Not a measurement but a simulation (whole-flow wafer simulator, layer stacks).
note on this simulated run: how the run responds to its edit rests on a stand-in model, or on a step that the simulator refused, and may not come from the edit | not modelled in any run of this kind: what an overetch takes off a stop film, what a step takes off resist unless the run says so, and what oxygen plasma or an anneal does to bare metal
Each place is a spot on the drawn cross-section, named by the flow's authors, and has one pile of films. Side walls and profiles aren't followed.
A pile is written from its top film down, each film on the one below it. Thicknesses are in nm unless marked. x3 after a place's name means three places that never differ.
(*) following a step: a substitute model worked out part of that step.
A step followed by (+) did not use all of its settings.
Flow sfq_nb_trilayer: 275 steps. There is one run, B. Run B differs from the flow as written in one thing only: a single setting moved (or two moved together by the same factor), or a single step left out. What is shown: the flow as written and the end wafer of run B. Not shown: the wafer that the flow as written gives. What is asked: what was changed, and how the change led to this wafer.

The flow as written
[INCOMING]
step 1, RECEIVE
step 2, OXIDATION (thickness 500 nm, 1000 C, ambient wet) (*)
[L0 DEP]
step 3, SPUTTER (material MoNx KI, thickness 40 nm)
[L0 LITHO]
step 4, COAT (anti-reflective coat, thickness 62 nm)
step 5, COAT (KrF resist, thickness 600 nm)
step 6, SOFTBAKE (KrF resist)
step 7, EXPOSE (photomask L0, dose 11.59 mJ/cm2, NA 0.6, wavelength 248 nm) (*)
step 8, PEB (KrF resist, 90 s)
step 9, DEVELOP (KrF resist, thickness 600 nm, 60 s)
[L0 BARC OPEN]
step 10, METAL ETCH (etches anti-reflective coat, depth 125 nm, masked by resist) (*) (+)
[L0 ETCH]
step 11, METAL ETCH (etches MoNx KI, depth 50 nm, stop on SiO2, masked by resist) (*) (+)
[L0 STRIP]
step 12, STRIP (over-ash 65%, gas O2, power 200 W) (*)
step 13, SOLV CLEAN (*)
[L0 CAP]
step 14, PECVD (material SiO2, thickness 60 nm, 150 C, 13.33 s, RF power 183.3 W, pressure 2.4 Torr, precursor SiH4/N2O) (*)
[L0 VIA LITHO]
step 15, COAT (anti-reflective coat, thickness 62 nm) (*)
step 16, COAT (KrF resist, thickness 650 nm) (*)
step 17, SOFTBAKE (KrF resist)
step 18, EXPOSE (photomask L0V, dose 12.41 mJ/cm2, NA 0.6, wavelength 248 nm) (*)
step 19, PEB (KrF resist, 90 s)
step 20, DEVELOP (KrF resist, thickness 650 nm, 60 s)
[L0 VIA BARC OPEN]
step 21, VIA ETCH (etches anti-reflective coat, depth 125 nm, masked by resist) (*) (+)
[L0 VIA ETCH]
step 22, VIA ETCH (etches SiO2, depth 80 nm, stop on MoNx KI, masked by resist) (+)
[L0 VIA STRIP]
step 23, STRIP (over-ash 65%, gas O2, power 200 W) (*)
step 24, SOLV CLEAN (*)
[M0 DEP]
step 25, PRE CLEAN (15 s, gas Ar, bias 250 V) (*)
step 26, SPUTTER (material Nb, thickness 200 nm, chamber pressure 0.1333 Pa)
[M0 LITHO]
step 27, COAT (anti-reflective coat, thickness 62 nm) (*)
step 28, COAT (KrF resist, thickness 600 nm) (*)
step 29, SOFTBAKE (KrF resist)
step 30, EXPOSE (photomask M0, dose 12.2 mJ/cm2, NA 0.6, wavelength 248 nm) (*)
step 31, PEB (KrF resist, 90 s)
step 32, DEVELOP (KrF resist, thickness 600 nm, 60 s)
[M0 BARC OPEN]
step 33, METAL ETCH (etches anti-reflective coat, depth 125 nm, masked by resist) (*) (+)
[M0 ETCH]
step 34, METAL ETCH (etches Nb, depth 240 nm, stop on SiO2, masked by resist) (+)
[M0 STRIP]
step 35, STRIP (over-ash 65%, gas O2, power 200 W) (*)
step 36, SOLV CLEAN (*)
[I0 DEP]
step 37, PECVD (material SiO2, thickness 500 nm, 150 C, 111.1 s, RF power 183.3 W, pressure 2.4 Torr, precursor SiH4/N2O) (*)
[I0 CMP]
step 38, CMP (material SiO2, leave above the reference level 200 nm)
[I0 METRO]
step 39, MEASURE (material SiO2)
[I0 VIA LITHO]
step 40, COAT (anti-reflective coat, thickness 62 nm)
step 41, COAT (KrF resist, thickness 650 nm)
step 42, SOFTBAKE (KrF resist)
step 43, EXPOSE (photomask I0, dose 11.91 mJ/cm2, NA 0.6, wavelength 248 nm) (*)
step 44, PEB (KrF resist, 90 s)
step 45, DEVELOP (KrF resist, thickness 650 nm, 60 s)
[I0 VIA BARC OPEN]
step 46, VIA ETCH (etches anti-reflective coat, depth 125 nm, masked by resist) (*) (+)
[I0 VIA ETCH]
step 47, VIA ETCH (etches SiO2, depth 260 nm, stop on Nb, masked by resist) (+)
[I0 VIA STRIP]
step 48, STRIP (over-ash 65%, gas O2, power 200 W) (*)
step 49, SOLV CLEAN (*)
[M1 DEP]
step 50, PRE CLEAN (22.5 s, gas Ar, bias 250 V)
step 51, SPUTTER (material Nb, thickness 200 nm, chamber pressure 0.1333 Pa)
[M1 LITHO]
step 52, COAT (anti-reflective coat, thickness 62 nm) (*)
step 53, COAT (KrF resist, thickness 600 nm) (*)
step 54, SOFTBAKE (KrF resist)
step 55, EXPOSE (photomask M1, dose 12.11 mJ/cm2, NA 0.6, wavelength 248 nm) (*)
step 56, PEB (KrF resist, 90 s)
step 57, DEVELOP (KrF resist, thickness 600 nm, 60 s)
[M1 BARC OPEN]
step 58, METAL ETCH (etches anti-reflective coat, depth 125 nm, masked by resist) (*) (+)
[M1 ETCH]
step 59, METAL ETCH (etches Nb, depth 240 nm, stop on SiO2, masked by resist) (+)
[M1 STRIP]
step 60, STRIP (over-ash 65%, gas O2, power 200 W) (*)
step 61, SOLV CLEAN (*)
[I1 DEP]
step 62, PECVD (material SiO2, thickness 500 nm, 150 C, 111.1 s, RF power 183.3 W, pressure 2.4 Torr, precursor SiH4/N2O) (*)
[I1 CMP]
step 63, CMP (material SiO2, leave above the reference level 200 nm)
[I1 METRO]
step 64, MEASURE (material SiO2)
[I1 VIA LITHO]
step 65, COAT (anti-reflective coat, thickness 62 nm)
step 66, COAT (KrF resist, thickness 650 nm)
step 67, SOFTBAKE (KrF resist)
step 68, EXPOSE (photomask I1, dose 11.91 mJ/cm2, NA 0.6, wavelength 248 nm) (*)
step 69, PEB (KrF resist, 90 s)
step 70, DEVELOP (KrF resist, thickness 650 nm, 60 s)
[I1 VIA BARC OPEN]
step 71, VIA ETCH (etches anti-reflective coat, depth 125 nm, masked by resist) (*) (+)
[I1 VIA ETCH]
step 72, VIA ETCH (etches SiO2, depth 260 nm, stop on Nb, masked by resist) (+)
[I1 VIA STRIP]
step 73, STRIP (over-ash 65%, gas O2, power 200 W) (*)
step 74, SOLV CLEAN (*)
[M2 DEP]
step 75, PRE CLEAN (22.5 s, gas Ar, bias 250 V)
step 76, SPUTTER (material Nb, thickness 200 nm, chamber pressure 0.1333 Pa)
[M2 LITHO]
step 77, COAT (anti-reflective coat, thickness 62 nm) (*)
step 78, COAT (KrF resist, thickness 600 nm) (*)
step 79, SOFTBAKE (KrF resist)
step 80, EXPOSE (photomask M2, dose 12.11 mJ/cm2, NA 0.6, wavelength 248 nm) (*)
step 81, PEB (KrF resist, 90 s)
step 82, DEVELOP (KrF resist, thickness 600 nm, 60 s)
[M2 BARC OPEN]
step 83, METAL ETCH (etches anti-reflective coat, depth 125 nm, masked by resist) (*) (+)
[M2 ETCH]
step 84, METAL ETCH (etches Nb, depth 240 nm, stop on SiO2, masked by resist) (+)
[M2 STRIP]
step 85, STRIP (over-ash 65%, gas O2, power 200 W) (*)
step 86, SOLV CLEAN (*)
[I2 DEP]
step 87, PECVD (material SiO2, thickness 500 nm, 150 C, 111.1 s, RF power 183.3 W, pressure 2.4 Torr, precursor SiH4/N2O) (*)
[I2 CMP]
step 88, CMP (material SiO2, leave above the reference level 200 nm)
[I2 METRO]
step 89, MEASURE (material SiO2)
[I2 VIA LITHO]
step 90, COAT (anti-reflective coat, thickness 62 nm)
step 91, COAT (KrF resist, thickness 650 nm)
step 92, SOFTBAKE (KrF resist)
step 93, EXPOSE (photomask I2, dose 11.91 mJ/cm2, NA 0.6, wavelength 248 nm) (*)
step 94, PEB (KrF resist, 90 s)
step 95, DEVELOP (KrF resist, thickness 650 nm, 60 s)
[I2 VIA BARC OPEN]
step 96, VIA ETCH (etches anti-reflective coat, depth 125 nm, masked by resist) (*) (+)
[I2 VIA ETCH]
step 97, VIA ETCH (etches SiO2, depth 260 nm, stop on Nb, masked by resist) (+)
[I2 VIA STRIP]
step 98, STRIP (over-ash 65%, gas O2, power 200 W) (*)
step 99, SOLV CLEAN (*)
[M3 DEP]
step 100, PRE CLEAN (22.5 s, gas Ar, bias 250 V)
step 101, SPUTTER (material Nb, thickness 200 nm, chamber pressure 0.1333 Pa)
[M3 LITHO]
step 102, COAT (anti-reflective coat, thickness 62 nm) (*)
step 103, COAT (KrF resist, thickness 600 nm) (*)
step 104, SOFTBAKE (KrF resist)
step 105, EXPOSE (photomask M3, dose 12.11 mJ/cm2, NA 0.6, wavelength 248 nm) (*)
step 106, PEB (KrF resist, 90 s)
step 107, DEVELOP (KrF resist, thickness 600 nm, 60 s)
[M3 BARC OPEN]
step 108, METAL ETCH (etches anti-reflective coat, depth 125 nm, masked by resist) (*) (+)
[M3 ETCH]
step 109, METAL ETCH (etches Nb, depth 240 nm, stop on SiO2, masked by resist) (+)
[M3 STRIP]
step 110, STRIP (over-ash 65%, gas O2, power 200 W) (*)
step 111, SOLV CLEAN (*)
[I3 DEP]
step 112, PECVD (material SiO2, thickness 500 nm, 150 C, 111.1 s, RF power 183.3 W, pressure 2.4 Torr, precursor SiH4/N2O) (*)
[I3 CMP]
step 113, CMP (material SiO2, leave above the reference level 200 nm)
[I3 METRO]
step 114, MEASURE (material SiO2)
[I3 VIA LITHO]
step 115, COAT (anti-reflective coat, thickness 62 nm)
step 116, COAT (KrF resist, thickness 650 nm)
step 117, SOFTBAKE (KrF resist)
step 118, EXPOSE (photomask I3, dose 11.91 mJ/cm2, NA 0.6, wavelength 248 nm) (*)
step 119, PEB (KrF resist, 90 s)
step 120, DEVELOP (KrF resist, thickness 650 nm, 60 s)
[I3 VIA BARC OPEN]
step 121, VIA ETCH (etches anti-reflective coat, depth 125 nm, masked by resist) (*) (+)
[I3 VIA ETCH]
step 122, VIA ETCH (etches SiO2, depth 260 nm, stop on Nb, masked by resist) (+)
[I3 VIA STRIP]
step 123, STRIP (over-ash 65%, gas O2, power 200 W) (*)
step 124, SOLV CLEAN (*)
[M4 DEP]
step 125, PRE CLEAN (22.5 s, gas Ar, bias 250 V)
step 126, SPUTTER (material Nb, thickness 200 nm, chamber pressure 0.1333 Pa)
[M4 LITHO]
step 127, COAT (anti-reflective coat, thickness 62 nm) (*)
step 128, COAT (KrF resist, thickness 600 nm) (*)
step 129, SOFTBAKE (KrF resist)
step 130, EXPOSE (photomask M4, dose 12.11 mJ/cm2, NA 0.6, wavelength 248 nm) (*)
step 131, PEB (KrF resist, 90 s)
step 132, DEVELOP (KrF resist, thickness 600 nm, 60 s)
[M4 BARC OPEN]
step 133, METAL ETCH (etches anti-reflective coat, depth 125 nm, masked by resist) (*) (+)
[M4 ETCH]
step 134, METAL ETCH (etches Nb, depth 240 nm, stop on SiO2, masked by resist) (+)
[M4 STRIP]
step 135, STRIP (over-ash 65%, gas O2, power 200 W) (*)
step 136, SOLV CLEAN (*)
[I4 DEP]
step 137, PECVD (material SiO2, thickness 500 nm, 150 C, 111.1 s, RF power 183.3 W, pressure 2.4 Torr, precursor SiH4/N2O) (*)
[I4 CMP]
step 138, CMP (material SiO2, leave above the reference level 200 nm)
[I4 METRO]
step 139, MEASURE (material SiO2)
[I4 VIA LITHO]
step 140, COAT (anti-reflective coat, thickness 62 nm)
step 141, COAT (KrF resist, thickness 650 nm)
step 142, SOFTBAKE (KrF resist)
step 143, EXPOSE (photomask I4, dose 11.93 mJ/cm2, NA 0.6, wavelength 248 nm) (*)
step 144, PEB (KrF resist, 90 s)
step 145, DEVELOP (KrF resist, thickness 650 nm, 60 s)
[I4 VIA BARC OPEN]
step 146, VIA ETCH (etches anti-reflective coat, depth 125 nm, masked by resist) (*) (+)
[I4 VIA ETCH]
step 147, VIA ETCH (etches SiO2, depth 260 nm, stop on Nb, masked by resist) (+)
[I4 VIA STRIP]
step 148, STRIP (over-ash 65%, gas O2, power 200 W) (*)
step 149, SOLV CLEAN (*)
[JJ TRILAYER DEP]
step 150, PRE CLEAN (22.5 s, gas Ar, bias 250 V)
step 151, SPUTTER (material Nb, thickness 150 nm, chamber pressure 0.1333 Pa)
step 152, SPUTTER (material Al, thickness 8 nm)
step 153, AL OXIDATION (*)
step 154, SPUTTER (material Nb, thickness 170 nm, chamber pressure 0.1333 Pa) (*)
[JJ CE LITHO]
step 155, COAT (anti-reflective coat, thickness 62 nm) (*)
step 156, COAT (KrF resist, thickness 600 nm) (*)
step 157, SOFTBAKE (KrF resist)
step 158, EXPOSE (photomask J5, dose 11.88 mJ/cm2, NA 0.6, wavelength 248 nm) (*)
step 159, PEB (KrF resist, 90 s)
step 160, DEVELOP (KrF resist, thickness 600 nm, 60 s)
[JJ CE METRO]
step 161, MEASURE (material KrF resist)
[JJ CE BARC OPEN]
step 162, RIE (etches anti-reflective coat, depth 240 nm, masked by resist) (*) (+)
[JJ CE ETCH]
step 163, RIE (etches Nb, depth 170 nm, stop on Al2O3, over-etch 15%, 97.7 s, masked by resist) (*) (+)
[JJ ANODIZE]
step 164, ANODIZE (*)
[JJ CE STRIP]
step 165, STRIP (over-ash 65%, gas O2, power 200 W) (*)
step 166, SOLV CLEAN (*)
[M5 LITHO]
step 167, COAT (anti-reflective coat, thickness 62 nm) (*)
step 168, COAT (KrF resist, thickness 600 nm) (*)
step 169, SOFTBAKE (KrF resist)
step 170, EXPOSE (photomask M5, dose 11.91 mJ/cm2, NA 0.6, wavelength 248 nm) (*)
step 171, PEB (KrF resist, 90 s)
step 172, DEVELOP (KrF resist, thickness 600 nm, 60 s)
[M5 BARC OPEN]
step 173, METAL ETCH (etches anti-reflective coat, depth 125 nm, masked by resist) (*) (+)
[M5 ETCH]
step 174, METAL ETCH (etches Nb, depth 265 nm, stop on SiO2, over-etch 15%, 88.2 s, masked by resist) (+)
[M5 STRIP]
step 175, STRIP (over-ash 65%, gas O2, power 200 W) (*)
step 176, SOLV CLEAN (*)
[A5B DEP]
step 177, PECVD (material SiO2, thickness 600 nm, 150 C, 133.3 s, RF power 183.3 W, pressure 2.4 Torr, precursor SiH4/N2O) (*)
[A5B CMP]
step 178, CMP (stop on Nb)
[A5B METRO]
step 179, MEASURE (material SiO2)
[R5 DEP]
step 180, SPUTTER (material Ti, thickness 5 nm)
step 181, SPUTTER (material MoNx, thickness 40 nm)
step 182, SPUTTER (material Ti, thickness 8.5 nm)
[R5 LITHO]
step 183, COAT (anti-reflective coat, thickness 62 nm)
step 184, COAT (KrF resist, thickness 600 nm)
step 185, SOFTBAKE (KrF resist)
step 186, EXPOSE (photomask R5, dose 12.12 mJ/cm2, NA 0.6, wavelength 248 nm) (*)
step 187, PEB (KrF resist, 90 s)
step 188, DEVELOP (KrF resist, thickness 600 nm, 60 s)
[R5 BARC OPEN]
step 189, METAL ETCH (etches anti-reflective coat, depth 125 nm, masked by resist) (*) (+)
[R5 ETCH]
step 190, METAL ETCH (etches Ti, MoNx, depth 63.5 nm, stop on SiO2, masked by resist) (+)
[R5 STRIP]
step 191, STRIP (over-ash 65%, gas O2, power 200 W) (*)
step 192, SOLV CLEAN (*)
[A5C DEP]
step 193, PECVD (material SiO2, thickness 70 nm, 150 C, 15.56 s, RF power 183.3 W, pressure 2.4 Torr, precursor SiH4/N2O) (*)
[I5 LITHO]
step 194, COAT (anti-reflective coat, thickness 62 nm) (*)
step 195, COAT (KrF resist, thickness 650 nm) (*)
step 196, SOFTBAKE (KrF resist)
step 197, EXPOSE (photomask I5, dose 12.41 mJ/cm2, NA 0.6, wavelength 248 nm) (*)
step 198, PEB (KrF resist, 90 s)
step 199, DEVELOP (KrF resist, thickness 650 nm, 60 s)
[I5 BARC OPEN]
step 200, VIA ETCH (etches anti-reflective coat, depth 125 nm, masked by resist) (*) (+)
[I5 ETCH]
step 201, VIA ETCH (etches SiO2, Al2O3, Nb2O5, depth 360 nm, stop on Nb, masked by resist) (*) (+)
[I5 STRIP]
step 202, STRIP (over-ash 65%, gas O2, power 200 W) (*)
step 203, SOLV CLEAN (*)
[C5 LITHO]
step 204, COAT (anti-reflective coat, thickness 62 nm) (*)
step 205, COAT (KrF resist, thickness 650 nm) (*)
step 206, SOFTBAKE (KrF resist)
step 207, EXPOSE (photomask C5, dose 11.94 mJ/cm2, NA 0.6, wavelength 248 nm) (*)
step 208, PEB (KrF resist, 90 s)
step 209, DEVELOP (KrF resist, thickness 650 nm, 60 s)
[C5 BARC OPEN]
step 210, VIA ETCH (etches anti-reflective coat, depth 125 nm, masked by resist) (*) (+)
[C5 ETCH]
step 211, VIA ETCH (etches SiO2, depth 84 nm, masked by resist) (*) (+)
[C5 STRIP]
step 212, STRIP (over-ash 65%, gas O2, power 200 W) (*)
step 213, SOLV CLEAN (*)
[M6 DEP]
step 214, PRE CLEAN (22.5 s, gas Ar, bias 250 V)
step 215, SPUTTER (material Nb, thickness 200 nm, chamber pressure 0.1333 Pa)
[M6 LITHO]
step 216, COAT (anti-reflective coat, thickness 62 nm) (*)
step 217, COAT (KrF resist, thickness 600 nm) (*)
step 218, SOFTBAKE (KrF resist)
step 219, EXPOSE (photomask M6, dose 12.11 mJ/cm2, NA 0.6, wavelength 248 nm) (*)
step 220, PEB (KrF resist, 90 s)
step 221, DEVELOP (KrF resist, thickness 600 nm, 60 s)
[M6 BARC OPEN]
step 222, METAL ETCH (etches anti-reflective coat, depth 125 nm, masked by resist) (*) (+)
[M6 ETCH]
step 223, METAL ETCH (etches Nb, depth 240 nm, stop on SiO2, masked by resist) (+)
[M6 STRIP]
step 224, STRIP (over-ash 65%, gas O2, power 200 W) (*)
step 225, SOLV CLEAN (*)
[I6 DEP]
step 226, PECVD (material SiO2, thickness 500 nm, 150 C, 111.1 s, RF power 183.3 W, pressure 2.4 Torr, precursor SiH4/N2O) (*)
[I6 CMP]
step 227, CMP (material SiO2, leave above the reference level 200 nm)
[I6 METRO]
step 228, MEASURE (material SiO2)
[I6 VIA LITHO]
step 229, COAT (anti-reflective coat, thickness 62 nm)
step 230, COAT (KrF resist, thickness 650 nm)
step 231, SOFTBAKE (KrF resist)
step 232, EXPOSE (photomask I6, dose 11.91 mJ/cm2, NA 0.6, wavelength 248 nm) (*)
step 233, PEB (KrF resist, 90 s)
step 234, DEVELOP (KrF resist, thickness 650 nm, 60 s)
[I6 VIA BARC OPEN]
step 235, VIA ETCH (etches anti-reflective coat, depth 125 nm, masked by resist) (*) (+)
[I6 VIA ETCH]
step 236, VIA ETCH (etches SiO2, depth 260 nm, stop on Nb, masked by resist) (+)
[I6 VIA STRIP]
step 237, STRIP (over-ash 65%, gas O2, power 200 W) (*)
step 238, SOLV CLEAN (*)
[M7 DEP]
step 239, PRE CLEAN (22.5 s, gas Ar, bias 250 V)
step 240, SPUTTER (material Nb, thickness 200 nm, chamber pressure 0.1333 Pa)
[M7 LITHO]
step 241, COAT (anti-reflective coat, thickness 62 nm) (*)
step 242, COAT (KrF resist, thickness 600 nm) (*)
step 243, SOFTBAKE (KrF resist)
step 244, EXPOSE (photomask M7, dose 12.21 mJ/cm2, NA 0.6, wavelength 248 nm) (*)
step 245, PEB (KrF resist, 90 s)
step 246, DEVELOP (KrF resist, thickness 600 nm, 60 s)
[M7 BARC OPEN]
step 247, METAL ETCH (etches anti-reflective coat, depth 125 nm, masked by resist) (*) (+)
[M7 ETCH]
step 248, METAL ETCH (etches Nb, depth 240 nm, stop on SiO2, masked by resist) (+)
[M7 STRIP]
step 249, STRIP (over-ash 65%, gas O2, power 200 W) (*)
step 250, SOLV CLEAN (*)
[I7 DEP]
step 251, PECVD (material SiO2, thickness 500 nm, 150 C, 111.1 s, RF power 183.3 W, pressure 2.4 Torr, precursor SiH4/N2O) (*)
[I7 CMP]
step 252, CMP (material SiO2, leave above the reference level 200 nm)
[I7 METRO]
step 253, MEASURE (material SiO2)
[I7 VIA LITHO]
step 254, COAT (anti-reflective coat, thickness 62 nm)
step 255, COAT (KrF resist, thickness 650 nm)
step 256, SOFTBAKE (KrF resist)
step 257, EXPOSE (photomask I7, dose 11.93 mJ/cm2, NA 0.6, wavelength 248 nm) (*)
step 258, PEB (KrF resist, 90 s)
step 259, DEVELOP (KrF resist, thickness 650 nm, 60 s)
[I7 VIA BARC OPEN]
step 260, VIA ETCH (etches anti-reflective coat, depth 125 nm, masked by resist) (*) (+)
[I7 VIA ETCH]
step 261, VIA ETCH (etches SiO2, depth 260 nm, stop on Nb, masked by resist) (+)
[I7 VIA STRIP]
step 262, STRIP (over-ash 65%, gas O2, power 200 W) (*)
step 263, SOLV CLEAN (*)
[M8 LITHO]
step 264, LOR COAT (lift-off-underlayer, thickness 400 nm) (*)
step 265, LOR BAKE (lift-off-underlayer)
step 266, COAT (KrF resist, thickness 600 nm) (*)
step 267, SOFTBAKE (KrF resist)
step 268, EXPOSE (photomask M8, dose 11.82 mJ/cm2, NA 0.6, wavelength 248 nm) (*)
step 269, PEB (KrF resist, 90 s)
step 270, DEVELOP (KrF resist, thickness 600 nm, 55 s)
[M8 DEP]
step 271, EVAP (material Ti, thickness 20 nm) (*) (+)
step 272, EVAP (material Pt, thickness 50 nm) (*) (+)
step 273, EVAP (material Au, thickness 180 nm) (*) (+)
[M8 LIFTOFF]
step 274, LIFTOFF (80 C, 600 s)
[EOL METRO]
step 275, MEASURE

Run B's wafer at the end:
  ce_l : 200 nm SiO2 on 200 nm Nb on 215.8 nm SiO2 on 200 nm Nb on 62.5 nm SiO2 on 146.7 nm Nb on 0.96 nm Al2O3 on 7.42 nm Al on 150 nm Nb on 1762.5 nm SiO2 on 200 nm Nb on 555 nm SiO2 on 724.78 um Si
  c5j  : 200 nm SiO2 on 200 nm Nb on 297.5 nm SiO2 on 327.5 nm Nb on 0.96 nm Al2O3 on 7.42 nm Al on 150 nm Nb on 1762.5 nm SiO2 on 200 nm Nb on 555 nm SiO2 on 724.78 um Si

The reason: step 190, METAL ETCH: depth 76.8 nm was run, whereas the flow has depth 63.5 nm.

How this came from the change, step by step:
  step 190, METAL ETCH (etches Ti, MoNx, depth 63.5 nm, stop on SiO2, masked by resist) (+)
      be_r, r_sur, res, r_end, r5r_line_l, r5r_line_c, r5r_line_r: KrF resist loses 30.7 (as written it would have been: KrF resist loses 25.4)
      ce_l, c5j, ce_r, wl_jj: Ti loses 8.5 (all of it), MoNx loses 40 (all of it), Ti loses 5 (all of it), Nb loses 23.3 (as written it would have been: Ti loses 8.5 (all of it), MoNx loses 40 (all of it), Ti loses 5 (all of it), Nb loses 10)
  step 194, COAT (anti-reflective coat, thickness 62 nm) (*)
      wl_j_sl, wl_j_sr: anti-reflective coat gains 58 (new film) (as written it would have been: anti-reflective coat gains 60.2 (new film))
      jj_sur: anti-reflective coat gains 58.6 (new film) (as written it would have been: anti-reflective coat gains 60.8 (new film))
      (and at 5 other places as well)
  step 202, STRIP (over-ash 65%, gas O2, power 200 W) (*)
      wl_j_sl, wl_j_sr: KrF resist loses 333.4 (all of it), anti-reflective coat loses 58 (all of it) (as written it would have been: KrF resist loses 333.3 (all of it), anti-reflective coat loses 60.2 (all of it))
      jj_sur: KrF resist loses 337.4 (all of it), anti-reflective coat loses 58.6 (all of it) (as written it would have been: KrF resist loses 337.2 (all of it), anti-reflective coat loses 60.8 (all of it))
      (and at 5 other places as well)
  step 204, COAT (anti-reflective coat, thickness 62 nm) (*)
      wl_j_sl, wl_j_sr: anti-reflective coat gains 58 (new film) (as written it would have been: anti-reflective coat gains 60.2 (new film))
      jj_sur: anti-reflective coat gains 57.3 (new film) (as written it would have been: anti-reflective coat gains 59.5 (new film))
      (and at 5 other places as well)
  step 210, VIA ETCH (etches anti-reflective coat, depth 125 nm, masked by resist) (*) (+)
      c5j: anti-reflective coat loses 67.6 (all of it), SiO2 loses 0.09 (as written it would have been: anti-reflective coat loses 63.9 (all of it), SiO2 loses 0.11)
  step 212, STRIP (over-ash 65%, gas O2, power 200 W) (*)
      wl_j_sl, wl_j_sr: KrF resist loses 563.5 (all of it), anti-reflective coat loses 58 (all of it) (as written it would have been: KrF resist loses 563.4 (all of it), anti-reflective coat loses 60.2 (all of it))
      jj_sur: KrF resist loses 562.2 (all of it), anti-reflective coat loses 57.3 (all of it) (as written it would have been: KrF resist loses 562 (all of it), anti-reflective coat loses 59.5 (all of it))
      (and at 4 other places as well)
  step 216, COAT (anti-reflective coat, thickness 62 nm) (*)
      wl_j_sl, wl_j_sr: anti-reflective coat gains 58.1 (new film) (as written it would have been: anti-reflective coat gains 60.2 (new film))
      jj_sur: anti-reflective coat gains 53.8 (new film) (as written it would have been: anti-reflective coat gains 56.1 (new film))
      (and at 5 other places as well)
  step 224, STRIP (over-ash 65%, gas O2, power 200 W) (*)
      wl_j_sl, wl_j_sr: KrF resist loses 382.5 (all of it), anti-reflective coat loses 58.1 (all of it) (as written it would have been: KrF resist loses 382.5 (all of it), anti-reflective coat loses 60.2 (all of it))
      jj_sur: KrF resist loses 378.7 (all of it), anti-reflective coat loses 53.8 (all of it) (as written it would have been: KrF resist loses 378.5 (all of it), anti-reflective coat loses 56.1 (all of it))
      (and at 5 other places as well)
  step 227, CMP (material SiO2, leave above the reference level 200 nm)
      ce_l, ce_r, wl_jj: SiO2 loses 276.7 (as written it would have been: SiO2 loses 290)
      c5j: SiO2 loses 209.7 (as written it would have been: SiO2 loses 223)
